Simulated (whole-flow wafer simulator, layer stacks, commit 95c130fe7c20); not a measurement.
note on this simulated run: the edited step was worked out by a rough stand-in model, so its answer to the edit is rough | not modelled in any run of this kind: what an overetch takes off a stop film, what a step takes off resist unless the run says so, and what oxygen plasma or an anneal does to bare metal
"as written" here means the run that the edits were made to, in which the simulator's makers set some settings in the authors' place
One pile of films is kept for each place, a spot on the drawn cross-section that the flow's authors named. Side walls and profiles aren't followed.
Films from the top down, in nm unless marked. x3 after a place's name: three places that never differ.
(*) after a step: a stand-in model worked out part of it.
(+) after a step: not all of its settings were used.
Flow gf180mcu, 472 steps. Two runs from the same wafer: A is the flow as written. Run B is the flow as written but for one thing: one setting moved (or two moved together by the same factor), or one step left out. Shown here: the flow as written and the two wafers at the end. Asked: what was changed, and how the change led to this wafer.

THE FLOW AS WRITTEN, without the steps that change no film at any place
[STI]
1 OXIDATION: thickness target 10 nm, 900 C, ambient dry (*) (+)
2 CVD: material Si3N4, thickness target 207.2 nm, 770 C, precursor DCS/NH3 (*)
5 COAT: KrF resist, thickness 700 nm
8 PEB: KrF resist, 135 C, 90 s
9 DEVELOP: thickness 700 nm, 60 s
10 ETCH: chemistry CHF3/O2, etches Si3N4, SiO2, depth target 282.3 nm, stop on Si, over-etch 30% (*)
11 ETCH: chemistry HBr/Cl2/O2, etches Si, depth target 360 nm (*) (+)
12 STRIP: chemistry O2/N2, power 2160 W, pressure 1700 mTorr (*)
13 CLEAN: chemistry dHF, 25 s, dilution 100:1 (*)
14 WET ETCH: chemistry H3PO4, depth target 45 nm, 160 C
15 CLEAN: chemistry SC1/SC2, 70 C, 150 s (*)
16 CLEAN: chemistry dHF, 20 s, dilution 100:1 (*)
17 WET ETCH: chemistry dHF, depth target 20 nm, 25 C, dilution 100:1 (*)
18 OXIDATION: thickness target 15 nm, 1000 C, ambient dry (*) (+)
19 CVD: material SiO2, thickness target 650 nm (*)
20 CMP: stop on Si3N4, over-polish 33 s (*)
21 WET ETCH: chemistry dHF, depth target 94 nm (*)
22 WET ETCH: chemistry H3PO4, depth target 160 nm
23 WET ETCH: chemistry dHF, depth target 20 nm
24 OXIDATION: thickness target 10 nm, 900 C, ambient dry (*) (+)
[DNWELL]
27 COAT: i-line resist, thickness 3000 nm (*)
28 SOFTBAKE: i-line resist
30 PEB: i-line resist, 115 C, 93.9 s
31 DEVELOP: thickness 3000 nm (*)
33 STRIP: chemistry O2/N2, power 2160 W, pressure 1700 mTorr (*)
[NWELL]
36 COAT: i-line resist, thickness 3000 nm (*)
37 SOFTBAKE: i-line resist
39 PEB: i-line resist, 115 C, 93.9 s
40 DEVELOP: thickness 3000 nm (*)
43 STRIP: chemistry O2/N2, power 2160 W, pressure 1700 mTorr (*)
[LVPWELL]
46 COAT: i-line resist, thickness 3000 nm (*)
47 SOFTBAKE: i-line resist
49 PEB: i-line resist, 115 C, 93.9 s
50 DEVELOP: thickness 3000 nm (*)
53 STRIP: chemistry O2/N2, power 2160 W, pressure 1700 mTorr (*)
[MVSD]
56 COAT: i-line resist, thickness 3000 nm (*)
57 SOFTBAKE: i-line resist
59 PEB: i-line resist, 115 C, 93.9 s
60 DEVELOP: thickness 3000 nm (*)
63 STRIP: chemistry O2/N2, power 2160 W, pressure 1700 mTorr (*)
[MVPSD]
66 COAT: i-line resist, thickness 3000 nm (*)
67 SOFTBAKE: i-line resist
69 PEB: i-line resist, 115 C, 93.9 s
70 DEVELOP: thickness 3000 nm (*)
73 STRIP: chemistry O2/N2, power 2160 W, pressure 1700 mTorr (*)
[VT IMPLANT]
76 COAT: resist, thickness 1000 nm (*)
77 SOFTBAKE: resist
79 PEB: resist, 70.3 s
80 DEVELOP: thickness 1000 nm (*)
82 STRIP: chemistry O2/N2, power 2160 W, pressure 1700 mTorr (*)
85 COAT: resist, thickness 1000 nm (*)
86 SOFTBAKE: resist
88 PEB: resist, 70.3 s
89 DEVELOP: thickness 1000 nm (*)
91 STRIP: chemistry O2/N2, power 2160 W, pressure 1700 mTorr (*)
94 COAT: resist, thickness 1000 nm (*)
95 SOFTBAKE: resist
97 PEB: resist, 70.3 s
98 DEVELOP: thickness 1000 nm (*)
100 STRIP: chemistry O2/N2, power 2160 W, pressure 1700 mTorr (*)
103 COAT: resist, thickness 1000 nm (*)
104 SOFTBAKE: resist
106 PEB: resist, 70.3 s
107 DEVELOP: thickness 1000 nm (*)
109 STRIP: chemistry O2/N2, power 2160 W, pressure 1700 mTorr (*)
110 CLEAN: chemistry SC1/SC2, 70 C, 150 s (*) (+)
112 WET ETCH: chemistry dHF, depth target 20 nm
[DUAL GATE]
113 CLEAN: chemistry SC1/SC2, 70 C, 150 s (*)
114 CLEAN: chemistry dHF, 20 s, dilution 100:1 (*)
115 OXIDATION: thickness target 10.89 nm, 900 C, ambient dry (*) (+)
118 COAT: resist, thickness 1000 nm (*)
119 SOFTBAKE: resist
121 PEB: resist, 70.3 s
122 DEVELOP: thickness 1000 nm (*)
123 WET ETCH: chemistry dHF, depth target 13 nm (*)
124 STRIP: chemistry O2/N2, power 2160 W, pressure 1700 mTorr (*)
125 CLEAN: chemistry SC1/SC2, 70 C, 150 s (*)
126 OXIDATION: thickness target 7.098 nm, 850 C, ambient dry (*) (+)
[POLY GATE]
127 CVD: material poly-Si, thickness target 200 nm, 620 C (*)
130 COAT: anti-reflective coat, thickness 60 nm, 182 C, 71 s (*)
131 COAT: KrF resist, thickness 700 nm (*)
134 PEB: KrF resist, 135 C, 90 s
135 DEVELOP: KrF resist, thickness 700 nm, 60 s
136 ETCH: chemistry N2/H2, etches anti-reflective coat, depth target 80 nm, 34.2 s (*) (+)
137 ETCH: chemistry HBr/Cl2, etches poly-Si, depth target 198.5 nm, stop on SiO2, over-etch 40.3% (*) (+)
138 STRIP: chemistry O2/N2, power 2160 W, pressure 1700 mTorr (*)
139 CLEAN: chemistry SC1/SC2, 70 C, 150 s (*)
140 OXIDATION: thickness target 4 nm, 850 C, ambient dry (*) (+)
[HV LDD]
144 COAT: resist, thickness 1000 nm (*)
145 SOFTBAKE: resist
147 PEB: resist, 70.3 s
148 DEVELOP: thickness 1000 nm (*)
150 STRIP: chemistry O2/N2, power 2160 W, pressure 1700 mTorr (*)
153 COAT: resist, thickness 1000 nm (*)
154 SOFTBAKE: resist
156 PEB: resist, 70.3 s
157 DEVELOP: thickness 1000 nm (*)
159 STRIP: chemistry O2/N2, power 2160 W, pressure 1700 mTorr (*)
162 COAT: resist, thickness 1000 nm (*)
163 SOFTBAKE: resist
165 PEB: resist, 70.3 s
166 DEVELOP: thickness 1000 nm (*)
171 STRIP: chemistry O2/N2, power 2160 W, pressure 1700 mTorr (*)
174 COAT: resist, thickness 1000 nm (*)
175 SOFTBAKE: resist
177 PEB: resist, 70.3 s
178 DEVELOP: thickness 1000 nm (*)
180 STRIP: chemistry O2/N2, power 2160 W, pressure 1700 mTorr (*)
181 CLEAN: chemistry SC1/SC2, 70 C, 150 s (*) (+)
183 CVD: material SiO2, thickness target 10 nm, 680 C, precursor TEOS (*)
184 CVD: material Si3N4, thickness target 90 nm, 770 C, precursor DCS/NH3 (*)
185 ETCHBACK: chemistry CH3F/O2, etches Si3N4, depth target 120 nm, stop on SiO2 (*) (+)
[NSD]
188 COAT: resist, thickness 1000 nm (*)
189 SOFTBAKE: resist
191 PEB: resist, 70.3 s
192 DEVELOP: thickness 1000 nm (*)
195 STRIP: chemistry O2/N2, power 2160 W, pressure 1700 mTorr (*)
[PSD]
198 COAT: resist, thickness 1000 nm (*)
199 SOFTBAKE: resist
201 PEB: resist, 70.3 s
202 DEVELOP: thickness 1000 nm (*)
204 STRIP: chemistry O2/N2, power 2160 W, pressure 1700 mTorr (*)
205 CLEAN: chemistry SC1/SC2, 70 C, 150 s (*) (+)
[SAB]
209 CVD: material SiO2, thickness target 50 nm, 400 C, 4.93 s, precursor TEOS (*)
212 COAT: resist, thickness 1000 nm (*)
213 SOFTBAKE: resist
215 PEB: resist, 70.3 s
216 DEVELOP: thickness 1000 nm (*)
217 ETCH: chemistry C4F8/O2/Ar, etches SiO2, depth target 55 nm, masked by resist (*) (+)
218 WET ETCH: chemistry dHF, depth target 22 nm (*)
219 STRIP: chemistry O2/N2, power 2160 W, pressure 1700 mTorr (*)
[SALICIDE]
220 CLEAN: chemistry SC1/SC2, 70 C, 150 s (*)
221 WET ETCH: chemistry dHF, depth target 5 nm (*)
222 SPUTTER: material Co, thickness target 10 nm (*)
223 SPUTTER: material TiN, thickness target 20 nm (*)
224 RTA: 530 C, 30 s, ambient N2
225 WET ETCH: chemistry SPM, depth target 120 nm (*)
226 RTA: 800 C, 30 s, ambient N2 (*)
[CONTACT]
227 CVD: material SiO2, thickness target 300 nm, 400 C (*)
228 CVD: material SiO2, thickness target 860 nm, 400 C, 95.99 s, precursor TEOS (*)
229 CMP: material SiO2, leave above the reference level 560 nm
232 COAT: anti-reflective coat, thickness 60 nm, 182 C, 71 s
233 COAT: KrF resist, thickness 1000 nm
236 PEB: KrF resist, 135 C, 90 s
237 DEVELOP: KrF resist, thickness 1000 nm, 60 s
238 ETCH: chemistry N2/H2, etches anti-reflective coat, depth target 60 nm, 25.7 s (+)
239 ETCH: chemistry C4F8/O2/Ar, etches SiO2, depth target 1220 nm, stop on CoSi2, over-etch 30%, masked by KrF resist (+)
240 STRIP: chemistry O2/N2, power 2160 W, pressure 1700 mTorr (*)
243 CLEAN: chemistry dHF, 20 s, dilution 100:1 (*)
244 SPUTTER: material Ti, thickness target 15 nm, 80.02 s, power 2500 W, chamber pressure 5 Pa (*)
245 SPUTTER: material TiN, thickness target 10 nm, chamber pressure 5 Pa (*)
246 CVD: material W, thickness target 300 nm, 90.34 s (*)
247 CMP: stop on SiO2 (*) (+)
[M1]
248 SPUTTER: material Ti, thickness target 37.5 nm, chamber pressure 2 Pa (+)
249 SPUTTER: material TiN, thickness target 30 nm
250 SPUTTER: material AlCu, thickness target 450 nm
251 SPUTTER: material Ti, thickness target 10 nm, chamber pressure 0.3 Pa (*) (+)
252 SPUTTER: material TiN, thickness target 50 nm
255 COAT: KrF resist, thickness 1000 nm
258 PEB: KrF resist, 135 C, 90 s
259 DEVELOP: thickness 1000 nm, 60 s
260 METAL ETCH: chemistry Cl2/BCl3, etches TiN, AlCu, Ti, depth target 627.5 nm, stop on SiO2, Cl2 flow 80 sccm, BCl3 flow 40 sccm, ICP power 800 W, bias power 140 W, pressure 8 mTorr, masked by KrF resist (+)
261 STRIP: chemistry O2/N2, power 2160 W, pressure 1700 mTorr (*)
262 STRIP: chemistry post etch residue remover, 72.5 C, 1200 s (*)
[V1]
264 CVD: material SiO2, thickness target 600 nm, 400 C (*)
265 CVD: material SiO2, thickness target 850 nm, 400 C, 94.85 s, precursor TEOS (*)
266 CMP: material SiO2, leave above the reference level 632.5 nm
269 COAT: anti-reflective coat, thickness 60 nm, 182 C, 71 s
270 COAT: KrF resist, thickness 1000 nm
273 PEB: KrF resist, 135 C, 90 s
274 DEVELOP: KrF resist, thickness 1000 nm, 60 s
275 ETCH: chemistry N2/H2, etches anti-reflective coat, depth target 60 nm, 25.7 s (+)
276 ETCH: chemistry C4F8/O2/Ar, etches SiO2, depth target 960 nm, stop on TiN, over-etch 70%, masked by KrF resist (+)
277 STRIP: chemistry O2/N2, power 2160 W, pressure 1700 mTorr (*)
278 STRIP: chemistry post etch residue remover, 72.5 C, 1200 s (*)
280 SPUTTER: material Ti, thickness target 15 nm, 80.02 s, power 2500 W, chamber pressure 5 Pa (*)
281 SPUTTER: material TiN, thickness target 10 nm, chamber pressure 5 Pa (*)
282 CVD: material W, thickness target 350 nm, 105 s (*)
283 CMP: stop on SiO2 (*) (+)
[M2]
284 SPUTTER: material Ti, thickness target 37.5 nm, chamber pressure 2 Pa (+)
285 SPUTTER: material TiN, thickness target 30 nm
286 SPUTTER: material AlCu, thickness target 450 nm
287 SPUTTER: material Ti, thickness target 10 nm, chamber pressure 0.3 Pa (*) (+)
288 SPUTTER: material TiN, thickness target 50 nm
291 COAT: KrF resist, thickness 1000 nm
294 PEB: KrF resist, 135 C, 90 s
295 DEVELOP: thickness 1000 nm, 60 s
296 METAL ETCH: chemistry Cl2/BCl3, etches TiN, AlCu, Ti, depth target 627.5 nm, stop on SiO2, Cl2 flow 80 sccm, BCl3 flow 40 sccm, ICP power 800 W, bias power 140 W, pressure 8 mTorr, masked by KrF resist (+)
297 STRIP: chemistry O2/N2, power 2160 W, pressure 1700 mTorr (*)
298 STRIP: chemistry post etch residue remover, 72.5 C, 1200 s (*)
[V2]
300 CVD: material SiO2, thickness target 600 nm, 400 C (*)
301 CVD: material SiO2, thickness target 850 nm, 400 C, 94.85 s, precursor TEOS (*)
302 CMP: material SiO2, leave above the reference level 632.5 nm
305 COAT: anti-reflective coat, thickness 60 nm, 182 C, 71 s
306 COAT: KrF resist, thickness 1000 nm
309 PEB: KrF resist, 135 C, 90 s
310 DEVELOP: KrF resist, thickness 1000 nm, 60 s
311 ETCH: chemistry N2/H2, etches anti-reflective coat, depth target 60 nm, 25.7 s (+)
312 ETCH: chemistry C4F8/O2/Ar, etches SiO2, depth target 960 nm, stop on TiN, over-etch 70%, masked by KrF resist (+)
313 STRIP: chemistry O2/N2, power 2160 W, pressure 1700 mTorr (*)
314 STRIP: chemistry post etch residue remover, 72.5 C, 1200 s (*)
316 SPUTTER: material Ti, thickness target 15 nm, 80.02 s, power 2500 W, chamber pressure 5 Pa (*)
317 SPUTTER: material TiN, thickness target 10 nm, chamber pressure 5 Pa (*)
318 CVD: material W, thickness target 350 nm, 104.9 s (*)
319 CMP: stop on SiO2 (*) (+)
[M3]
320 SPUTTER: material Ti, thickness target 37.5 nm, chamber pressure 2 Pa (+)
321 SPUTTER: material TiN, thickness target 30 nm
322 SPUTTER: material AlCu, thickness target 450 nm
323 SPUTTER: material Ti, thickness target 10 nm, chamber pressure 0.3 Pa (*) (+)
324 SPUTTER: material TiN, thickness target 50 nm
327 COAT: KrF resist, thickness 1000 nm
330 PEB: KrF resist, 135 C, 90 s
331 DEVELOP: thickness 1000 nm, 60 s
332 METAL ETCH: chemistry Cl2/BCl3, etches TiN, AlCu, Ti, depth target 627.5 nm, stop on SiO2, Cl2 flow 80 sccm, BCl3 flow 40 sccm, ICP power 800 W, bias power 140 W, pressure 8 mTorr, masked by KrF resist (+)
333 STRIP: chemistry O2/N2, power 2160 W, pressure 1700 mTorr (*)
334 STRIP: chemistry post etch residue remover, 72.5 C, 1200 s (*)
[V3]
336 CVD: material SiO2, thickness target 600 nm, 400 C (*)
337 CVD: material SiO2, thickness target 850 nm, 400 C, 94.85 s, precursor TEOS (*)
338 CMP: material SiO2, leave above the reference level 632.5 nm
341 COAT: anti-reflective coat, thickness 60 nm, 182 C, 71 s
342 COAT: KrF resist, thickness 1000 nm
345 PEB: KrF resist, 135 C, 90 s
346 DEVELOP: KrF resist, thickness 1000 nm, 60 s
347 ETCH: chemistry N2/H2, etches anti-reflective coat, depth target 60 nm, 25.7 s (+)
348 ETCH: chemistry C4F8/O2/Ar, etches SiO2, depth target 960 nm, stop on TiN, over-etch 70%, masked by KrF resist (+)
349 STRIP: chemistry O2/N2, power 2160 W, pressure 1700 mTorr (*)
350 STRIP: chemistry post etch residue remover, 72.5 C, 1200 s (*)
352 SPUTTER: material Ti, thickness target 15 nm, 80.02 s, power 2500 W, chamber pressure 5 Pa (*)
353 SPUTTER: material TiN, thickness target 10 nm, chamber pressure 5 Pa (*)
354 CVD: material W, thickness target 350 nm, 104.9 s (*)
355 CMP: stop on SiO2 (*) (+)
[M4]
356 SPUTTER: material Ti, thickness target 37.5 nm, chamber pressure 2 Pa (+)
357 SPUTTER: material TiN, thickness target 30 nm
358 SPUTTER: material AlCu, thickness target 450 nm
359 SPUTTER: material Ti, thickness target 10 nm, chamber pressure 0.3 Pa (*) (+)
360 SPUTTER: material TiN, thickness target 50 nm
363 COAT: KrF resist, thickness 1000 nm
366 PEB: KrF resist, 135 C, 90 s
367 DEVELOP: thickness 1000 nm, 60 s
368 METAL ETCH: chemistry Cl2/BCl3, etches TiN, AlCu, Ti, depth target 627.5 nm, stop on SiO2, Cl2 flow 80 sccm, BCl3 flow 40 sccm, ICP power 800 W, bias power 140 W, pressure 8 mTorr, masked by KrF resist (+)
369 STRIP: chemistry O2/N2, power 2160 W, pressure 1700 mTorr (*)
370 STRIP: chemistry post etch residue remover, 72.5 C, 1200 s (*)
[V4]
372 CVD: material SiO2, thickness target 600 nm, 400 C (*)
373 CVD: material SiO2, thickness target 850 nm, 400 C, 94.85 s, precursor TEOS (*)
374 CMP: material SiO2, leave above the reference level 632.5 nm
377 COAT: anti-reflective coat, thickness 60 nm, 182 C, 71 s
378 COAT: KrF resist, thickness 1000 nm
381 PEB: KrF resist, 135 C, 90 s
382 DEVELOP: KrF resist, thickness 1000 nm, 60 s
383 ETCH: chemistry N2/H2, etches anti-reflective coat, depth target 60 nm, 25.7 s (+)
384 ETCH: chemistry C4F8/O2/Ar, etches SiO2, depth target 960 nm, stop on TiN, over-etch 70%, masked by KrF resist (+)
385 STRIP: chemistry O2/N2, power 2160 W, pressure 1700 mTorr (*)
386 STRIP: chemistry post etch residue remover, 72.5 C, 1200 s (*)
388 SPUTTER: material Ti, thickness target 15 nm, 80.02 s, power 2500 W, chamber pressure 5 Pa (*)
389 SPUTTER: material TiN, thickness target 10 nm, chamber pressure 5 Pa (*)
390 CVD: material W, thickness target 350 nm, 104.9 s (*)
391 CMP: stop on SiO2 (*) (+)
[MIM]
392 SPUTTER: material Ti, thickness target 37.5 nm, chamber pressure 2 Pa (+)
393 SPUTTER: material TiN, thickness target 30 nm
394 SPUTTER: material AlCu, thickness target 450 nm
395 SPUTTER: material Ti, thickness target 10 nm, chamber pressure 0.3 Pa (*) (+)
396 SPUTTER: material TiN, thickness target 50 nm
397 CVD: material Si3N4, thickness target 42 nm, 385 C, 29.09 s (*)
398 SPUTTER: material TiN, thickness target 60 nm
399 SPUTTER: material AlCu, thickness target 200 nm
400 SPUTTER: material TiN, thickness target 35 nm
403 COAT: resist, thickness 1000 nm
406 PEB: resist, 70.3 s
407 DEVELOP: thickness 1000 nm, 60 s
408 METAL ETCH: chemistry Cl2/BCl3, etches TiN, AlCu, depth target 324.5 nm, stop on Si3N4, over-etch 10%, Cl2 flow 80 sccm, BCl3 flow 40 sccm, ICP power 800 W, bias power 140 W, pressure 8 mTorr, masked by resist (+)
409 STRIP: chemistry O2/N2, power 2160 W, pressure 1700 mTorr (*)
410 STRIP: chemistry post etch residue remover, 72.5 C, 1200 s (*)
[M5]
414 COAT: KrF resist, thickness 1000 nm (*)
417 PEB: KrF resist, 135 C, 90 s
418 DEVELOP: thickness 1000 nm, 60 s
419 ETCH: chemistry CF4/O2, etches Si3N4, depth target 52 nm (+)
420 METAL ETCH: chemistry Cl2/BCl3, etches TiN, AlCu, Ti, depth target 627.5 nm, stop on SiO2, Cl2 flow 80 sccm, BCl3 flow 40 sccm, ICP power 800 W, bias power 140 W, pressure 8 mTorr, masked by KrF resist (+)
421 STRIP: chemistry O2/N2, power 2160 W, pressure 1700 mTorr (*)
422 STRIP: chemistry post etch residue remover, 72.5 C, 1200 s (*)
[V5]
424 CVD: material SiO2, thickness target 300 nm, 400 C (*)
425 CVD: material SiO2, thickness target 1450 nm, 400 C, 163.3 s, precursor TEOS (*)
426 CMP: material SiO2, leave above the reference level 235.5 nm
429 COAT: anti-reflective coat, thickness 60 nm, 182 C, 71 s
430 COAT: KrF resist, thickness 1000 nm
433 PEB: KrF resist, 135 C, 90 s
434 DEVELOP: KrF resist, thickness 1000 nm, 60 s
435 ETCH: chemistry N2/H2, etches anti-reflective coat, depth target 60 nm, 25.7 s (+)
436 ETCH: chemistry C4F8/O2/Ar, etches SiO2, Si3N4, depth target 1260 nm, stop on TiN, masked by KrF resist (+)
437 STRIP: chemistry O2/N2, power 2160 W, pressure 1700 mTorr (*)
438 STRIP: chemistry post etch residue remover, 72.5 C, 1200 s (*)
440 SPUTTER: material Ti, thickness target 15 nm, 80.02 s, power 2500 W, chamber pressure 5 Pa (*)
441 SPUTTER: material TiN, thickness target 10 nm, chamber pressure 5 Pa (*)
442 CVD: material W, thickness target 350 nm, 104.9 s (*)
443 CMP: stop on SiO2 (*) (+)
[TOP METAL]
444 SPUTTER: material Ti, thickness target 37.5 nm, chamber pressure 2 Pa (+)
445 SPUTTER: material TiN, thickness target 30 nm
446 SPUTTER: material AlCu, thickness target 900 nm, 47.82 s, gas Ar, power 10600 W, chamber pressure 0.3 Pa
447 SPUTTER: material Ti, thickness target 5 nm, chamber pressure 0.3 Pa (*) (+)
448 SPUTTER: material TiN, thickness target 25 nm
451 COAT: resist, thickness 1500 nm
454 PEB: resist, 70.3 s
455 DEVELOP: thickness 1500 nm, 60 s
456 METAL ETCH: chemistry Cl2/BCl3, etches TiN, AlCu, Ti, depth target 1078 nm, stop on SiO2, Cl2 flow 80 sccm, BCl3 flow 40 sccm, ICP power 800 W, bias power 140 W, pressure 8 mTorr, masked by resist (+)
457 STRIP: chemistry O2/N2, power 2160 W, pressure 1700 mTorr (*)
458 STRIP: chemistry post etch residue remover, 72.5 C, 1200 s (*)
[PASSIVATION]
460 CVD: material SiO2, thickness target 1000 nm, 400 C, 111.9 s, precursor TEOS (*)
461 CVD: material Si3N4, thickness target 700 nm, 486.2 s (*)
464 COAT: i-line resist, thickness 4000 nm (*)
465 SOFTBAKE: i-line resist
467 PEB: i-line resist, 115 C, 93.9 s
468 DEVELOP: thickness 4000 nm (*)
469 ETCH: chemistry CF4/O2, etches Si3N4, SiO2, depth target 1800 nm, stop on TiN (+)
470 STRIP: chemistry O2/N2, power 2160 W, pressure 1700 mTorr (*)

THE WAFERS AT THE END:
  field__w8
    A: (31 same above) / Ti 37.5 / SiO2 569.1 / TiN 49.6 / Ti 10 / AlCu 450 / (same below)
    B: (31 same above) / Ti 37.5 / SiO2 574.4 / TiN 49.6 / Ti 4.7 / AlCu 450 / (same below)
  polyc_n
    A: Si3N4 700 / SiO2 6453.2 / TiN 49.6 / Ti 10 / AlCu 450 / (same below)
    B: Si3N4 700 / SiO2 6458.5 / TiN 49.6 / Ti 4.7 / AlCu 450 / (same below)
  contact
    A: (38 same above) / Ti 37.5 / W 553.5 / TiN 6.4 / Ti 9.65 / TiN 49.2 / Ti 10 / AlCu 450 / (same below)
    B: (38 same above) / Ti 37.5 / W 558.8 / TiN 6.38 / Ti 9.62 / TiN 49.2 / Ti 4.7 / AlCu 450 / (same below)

The cause: step 251, SPUTTER: thickness target 4.7 nm was run, where the flow has thickness target 10 nm.
It can be read off the wafer: field__w8 has Ti 4.7, and step 251 as written asks for 10 nm.

How the change led to this, step by step:
  251 SPUTTER: material Ti, thickness target 10 nm, chamber pressure 0.3 Pa (*) (+)
      field, field__w1, field__w2 and 108 more: A Ti +10 (new film) | B Ti +4.7 (new film)
  260 METAL ETCH: chemistry Cl2/BCl3, etches TiN, AlCu, Ti, depth target 627.5 nm, stop on SiO2, Cl2 flow 80 sccm, BCl3 flow 40 sccm, ICP power 800 W, bias power 140 W, pressure 8 mTorr, masked by KrF resist (+)
      field, field__w1, field__w2 and 99 more: A TiN -50 (all of it), Ti -10 (all of it), AlCu -450 (all of it), TiN -30 (all of it), Ti -37.5 (all of it) | B TiN -50 (all of it), Ti -4.7 (all of it), AlCu -450 (all of it), TiN -30 (all of it), Ti -37.5 (all of it)
